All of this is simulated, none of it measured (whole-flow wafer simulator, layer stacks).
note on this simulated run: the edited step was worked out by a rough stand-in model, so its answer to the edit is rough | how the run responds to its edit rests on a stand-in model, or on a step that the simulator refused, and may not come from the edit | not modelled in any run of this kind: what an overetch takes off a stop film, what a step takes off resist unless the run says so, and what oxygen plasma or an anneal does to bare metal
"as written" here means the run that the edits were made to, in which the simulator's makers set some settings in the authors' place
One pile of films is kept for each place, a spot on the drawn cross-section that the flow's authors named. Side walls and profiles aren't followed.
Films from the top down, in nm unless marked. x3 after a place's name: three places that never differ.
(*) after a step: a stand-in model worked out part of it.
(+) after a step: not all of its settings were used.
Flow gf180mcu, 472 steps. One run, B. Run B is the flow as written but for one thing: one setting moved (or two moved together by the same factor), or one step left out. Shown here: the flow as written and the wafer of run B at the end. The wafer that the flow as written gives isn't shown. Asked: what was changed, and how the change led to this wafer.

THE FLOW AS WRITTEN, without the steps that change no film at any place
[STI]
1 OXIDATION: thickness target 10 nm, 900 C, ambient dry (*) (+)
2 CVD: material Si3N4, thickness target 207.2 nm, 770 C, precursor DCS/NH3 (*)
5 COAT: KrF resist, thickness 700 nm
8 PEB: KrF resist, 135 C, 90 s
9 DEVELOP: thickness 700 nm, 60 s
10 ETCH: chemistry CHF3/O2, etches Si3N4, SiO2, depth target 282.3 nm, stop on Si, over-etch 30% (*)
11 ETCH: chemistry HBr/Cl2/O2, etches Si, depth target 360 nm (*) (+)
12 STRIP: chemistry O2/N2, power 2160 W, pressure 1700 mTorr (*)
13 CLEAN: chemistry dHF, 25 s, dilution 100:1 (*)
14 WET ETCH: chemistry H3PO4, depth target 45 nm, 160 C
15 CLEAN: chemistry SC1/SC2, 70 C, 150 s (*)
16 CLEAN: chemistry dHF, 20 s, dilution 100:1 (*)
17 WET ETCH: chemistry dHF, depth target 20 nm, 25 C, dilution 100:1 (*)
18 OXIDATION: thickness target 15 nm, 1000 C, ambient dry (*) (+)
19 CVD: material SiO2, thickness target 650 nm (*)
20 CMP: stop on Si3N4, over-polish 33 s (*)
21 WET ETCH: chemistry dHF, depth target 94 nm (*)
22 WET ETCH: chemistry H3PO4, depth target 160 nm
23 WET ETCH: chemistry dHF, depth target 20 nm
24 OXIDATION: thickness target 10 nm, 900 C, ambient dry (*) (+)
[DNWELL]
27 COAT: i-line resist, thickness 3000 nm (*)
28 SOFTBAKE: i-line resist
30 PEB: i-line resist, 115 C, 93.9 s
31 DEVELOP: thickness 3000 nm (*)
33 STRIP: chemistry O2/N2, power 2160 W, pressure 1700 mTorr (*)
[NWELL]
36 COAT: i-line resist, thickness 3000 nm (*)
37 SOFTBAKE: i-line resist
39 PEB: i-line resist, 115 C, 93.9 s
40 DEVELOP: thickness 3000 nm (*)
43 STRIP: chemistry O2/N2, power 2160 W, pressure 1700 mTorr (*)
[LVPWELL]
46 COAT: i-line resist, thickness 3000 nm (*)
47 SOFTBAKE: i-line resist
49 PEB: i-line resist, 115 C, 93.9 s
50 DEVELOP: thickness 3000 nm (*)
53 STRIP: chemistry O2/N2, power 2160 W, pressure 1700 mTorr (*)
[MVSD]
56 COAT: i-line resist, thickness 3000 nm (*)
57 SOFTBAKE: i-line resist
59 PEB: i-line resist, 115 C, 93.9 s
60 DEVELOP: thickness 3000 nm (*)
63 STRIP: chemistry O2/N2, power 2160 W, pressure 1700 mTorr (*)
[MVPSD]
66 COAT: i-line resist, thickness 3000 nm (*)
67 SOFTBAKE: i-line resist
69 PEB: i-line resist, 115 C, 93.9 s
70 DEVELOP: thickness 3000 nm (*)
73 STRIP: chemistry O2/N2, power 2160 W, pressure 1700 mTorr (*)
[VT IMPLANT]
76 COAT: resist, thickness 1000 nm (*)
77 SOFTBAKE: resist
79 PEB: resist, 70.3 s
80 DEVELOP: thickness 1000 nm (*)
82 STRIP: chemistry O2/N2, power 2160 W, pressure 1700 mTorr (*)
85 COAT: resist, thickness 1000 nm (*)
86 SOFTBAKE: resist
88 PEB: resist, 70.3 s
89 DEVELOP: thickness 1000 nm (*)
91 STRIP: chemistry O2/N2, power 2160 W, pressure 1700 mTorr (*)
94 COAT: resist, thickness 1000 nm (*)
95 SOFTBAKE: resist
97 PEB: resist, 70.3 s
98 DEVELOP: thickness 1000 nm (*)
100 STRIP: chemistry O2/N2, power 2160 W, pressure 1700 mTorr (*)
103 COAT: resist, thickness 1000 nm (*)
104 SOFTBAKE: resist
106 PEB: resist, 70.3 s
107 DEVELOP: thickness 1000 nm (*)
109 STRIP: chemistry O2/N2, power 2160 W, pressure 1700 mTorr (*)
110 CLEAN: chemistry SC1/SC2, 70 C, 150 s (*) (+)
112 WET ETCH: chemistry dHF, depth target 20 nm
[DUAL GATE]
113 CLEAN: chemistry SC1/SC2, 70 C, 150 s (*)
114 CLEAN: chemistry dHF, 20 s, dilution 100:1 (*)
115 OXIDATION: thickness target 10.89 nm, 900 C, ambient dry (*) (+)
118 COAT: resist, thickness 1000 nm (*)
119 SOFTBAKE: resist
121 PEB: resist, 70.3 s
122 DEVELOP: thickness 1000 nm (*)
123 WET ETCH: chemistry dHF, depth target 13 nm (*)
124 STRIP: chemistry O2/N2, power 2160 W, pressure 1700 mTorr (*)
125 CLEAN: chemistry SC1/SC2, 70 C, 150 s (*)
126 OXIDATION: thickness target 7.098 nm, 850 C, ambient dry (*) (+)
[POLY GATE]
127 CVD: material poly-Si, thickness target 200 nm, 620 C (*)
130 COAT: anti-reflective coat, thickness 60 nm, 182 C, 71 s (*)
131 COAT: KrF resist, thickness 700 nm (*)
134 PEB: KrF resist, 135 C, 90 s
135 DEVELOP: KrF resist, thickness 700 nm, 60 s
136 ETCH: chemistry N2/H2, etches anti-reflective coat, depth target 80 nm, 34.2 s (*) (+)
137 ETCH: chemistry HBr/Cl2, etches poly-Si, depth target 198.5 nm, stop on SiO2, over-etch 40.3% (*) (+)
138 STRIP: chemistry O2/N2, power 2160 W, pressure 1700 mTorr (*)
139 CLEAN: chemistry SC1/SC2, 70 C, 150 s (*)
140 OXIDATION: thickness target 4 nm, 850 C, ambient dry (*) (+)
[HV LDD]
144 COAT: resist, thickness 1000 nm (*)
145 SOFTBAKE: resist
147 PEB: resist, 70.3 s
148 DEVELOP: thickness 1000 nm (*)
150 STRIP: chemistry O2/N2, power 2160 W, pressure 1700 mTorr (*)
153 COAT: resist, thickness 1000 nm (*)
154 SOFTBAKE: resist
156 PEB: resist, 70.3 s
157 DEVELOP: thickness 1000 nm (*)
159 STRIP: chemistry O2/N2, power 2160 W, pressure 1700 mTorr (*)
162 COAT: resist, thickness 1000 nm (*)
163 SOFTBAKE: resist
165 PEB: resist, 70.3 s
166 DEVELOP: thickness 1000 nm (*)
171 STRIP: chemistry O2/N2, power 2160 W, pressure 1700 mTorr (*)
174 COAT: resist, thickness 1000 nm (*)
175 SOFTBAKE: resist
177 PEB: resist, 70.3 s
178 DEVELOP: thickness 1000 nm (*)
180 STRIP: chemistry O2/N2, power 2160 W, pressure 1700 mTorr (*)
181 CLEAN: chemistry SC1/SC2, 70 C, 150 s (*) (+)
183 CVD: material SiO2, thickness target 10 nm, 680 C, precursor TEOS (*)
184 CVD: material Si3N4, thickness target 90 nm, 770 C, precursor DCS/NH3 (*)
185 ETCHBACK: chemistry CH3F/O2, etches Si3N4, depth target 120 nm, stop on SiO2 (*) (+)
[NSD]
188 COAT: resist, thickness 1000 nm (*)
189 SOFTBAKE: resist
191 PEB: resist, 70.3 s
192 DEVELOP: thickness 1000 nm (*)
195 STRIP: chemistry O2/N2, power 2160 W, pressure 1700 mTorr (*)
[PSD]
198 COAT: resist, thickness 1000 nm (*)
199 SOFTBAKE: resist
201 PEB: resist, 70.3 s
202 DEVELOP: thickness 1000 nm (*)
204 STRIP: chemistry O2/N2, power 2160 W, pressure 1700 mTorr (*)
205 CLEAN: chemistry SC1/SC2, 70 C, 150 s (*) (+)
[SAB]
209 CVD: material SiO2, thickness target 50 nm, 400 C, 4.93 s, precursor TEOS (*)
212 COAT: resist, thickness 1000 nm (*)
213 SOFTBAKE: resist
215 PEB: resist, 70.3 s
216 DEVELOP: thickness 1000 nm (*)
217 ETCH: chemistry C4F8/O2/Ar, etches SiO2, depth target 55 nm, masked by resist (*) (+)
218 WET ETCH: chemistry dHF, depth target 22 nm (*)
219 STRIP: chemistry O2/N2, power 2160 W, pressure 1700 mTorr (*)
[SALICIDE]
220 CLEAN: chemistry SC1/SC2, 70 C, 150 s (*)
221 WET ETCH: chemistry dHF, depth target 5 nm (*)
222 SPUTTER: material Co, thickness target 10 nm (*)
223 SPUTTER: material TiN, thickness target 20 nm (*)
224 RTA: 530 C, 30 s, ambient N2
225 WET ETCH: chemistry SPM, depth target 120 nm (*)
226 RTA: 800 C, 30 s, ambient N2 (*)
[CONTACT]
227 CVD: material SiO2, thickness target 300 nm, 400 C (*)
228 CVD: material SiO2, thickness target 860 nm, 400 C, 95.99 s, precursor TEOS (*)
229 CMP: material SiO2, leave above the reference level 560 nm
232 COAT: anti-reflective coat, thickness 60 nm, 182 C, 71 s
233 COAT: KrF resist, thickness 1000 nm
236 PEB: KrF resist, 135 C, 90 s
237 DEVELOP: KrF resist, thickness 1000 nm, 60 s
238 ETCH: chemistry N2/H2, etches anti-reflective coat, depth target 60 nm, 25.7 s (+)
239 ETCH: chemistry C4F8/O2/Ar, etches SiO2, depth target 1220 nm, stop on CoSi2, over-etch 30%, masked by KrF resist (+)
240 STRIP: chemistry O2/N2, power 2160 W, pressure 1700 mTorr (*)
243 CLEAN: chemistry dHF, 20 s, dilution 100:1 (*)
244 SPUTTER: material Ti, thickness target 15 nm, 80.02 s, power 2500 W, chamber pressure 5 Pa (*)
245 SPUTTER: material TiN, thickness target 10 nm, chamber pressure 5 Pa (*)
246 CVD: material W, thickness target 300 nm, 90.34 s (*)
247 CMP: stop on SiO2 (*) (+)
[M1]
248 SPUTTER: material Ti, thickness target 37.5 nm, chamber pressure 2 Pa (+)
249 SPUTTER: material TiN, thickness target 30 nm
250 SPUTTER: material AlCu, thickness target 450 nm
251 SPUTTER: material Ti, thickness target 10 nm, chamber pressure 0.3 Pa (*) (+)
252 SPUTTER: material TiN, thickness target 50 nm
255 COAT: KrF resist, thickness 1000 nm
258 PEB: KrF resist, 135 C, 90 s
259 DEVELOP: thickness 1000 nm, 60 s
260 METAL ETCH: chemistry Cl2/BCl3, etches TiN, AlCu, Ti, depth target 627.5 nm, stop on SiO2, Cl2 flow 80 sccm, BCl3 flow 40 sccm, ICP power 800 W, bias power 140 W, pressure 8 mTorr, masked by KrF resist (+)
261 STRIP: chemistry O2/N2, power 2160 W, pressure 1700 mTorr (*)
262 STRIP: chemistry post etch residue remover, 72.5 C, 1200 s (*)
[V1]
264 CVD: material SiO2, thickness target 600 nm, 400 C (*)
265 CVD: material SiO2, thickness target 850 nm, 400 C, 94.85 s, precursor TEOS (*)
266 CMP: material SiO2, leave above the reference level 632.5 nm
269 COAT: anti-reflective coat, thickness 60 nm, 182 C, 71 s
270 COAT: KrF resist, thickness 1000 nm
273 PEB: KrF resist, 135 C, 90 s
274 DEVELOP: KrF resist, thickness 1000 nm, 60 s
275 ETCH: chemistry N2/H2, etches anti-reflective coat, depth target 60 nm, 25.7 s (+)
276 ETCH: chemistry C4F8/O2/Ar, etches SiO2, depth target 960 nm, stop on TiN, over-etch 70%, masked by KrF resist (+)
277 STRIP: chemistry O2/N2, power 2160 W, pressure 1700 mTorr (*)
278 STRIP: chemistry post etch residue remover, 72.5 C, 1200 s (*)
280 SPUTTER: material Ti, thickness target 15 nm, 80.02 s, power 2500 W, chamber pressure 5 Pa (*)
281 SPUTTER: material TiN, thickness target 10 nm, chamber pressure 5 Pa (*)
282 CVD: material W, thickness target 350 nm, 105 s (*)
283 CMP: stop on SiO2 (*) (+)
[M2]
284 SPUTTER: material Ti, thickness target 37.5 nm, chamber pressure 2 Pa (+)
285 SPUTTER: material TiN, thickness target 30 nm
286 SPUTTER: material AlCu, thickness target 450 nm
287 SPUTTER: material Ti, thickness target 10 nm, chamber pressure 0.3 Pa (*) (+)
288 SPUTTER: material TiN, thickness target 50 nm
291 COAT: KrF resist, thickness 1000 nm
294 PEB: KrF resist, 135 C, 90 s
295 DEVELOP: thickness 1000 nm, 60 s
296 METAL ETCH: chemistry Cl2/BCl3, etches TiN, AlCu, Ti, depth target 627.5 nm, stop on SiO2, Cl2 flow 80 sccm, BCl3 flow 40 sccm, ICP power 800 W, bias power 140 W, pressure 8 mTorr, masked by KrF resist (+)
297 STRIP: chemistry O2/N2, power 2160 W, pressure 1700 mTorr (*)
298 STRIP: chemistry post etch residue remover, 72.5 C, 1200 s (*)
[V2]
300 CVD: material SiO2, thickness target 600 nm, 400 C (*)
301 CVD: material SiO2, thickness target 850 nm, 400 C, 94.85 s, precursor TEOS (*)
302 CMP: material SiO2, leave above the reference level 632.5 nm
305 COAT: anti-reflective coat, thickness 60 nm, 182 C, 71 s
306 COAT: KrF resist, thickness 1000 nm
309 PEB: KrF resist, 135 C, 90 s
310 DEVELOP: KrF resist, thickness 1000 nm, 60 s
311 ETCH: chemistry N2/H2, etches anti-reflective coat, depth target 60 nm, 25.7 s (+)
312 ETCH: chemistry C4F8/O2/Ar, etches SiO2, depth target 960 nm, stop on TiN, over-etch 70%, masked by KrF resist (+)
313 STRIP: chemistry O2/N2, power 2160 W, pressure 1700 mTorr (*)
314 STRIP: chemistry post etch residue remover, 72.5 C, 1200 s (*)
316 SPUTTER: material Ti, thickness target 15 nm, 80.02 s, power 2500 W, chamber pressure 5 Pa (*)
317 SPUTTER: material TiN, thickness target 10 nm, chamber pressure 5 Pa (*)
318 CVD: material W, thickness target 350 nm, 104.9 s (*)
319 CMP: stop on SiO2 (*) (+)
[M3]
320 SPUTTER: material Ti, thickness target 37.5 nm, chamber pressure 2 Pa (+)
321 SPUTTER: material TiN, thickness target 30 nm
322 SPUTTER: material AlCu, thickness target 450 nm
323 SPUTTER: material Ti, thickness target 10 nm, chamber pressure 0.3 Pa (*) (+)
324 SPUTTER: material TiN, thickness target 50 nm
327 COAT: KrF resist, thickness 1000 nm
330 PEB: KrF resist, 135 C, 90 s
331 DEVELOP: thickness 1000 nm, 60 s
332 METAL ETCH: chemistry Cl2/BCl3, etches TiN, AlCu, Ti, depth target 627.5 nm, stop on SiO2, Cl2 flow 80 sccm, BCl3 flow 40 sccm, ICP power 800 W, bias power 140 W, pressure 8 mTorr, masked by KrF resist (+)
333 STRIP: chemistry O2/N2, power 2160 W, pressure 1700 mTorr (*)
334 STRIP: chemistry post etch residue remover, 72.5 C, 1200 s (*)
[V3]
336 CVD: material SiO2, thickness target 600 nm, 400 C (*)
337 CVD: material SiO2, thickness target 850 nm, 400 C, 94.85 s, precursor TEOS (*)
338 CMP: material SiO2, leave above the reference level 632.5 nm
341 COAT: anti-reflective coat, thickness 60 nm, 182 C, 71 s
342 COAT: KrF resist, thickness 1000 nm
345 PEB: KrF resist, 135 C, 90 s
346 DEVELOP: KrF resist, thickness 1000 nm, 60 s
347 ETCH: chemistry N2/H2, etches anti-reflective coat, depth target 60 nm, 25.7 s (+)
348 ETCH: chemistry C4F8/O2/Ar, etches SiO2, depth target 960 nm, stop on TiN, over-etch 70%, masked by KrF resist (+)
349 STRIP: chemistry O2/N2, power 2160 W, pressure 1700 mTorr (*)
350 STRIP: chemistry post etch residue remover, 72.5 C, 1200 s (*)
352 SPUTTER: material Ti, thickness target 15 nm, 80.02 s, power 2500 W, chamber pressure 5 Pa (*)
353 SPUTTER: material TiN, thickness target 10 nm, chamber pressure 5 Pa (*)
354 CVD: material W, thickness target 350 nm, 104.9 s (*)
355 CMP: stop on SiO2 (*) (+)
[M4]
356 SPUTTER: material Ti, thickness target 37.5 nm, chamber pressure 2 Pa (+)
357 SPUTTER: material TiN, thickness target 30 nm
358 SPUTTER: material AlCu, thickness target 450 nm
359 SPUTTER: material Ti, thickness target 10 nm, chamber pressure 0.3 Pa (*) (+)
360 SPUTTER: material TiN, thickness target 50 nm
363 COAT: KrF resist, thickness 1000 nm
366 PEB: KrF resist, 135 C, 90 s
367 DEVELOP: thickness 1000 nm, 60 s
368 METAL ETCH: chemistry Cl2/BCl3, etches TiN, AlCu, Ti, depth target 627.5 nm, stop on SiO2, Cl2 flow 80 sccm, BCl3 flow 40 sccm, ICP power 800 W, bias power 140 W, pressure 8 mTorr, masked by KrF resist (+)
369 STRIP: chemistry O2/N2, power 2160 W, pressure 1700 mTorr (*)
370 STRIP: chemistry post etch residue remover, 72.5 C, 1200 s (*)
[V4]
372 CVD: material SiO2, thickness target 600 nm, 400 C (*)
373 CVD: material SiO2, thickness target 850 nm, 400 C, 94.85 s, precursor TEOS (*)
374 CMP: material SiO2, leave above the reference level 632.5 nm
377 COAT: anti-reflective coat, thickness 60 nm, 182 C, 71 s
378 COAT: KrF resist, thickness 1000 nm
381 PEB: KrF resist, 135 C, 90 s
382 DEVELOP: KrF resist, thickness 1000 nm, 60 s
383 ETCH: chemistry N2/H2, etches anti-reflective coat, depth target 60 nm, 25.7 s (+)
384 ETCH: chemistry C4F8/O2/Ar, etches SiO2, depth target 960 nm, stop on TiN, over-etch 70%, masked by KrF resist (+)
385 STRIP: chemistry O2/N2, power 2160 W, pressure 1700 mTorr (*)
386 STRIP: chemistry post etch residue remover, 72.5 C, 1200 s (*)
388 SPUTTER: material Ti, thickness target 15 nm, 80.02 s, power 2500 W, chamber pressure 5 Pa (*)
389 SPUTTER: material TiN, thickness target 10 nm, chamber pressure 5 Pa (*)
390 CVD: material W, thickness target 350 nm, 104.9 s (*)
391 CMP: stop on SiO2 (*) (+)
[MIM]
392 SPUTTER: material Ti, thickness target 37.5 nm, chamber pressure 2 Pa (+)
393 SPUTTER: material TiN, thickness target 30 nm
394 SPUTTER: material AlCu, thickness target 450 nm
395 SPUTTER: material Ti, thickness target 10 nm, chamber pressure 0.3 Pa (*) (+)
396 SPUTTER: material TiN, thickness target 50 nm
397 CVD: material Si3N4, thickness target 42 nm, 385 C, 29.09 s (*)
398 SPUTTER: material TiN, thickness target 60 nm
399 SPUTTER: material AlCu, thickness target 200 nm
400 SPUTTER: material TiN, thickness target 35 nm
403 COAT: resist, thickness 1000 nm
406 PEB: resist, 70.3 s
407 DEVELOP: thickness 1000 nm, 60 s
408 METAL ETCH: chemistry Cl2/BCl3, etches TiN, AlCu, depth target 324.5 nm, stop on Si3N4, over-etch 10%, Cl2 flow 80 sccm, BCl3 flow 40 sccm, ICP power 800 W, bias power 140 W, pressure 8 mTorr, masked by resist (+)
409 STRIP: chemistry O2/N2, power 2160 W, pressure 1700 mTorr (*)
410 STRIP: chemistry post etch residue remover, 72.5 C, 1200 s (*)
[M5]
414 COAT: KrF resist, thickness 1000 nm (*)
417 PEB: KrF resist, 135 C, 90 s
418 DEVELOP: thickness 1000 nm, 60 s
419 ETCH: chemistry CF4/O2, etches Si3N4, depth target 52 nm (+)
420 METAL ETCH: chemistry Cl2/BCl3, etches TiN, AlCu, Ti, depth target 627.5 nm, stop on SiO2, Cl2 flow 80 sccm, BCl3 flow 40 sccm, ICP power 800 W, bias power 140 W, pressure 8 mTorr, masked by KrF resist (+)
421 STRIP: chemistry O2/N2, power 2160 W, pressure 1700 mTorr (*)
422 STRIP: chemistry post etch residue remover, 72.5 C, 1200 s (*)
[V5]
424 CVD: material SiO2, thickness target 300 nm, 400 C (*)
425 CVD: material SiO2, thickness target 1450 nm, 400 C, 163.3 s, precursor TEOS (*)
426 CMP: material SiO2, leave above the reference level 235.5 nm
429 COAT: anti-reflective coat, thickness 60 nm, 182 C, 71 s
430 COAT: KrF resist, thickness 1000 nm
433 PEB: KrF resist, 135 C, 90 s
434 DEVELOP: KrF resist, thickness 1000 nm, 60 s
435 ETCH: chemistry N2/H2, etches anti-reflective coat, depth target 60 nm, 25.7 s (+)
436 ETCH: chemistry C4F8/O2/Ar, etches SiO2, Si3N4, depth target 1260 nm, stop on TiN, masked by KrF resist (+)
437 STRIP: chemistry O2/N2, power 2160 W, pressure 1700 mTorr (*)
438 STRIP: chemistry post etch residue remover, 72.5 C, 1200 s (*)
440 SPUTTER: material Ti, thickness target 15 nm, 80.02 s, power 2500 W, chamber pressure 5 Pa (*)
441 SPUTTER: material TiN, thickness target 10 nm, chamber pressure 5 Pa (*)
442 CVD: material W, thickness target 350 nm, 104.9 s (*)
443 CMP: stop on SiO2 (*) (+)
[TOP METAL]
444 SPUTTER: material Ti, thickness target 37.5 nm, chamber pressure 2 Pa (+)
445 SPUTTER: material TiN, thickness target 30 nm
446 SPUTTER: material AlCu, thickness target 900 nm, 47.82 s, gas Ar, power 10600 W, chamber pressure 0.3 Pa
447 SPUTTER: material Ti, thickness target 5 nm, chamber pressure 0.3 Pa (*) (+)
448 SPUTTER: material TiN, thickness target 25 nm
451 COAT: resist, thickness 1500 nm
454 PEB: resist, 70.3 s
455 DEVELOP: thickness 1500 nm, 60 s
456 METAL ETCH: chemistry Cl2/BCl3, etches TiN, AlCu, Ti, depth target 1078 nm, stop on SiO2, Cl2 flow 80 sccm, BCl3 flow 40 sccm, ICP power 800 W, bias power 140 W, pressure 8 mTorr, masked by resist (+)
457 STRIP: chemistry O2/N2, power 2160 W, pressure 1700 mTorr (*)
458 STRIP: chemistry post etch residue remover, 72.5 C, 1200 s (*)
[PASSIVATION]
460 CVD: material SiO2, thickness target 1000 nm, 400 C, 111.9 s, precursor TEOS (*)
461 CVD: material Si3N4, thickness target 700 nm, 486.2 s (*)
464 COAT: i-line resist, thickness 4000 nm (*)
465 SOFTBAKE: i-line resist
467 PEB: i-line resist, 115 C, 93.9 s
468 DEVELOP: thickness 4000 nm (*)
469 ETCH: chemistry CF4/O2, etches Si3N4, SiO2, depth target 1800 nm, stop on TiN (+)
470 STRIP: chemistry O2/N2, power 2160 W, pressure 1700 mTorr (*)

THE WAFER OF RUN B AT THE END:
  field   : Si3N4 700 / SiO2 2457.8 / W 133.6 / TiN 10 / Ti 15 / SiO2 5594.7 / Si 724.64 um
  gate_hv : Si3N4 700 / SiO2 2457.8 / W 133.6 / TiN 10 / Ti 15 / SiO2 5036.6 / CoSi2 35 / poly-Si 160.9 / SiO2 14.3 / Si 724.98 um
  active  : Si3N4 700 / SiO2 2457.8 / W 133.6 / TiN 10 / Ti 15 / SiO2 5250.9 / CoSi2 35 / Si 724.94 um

The cause: step 373, CVD: thickness target 348 nm was run, where the flow has thickness target 850 nm; step 373, CVD: 38.89 s was run, where the flow has 94.85 s.

How the change led to this, step by step:
  373 CVD: material SiO2, thickness target 850 nm, 400 C, 94.85 s, precursor TEOS (*)
      field, field__w1, field__w2 and 108 more: SiO2 +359 (as written it would be: SiO2 +850)
  374 CMP: material SiO2, leave above the reference level 632.5 nm
      field, field__w1, field__w2 and 103 more: nothing (as written it would be: SiO2 -300)
      field__w8, contact, m1, m1__w1, m1_nw: SiO2 -386.1 (as written it would be: SiO2 -877.1)
  377 COAT: anti-reflective coat, thickness 60 nm, 182 C, 71 s
      active, p_well, sti, spacer, sd_n, mim_1p0, pad, dice_street: anti-reflective coat +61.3 (new film) (as written it would be: anti-reflective coat +60 (new film))
      field: anti-reflective coat +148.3 (new film) (as written it would be: anti-reflective coat +60 (new film))
      (and at 22 more places)
  378 COAT: KrF resist, thickness 1000 nm
      field: KrF resist +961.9 (new film) (as written it would be: KrF resist +1000 (new film))
      field__w1: KrF resist +971.6 (new film) (as written it would be: KrF resist +1000 (new film))
      (and at 14 more places)
  381 PEB: KrF resist, 135 C, 90 s
      n_well: KrF resist -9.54 (as written it would be: KrF resist -10.5)
      contact: KrF resist -8.91 (as written it would be: KrF resist -10.5)
      (and at 9 more places)
  382 DEVELOP: KrF resist, thickness 1000 nm, 60 s
      contact: KrF resist -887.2 (all of it) (as written it would be: KrF resist -989.5 (all of it))
  383 ETCH: chemistry N2/H2, etches anti-reflective coat, depth target 60 nm, 25.7 s (+)
      contact: anti-reflective coat -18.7 (all of it), SiO2 -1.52 (as written it would be: anti-reflective coat -60 (all of it), SiO2 -0.46)
  385 STRIP: chemistry O2/N2, power 2160 W, pressure 1700 mTorr (*)
      p_well, sti, spacer, sd_n, mim_1p0, pad, dice_street: KrF resist -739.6 (all of it), anti-reflective coat -61.3 (all of it) (as written it would be: KrF resist -739.2 (all of it), anti-reflective coat -60 (all of it))
      field: KrF resist -701.5 (all of it), anti-reflective coat -148.3 (all of it) (as written it would be: KrF resist -739.2 (all of it), anti-reflective coat -60 (all of it))
      (and at 22 more places)
  388 SPUTTER: material Ti, thickness target 15 nm, 80.02 s, power 2500 W, chamber pressure 5 Pa (*)
      contact: Ti +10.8 (new film) (as written it would be: Ti +9.65 (new film))
  389 SPUTTER: material TiN, thickness target 10 nm, chamber pressure 5 Pa (*)
      contact: TiN +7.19 (new film) (as written it would be: TiN +6.4 (new film))
  390 CVD: material W, thickness target 350 nm, 104.9 s (*)
      contact: W +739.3 (new film) (as written it would be: W +932.3 (new film))
  391 CMP: stop on SiO2 (*) (+)
      field, field__w1, field__w2 and 103 more: W -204 (as written it would be: W -350 (all of it), TiN -10 (all of it), Ti -15 (all of it), SiO2 -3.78)
      field__w8, m1, m1__w1, m1_nw: W -350 (all of it), TiN -10 (all of it), Ti -15 (all of it), SiO2 -20 (as written it would be: W -350 (all of it), TiN -10 (all of it), Ti -15 (all of it), SiO2 -3.78)
      (and at 1 more place)
  420 METAL ETCH: chemistry Cl2/BCl3, etches TiN, AlCu, Ti, depth target 627.5 nm, stop on SiO2, Cl2 flow 80 sccm, BCl3 flow 40 sccm, ICP power 800 W, bias power 140 W, pressure 8 mTorr, masked by KrF resist (+)
      field, field__w1, field__w2 and 101 more: TiN -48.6 (all of it), Ti -10 (all of it), AlCu -450 (all of it), TiN -30 (all of it), Ti -37.5 (all of it), W -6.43 (as written it would be: TiN -48.6 (all of it), Ti -10 (all of it), AlCu -450 (all of it), TiN -30 (all of it), Ti -37.5 (all of it))
  422 STRIP: chemistry post etch residue remover, 72.5 C, 1200 s (*)
      field, field__w1, field__w2 and 101 more: W -6.01 (as written it would be: nothing)
  424 CVD: material SiO2, thickness target 300 nm, 400 C (*)
      field, field__w1, field__w2 and 101 more: SiO2 +300 (new film) (as written it would be: SiO2 +300)
  426 CMP: material SiO2, leave above the reference level 235.5 nm
      field, field__w1, field__w5 and 92 more: SiO2 -288.4 (as written it would be: SiO2 -300.8)
      field__w2, field__w3, field__w12 and 6 more: SiO2 -259.7 (as written it would be: SiO2 -272.7)
Counting metal films that touch as one body, field has 1 body; the flow as written gives 0 bodies.
Counting metal films that touch as one body, gate_hv has 2 bodies (between them, from the top down: SiO2 5036.6); the flow as written gives 1 body.
Counting metal films that touch as one body, active has 2 bodies (between them, from the top down: SiO2 5250.9); the flow as written gives 1 body.
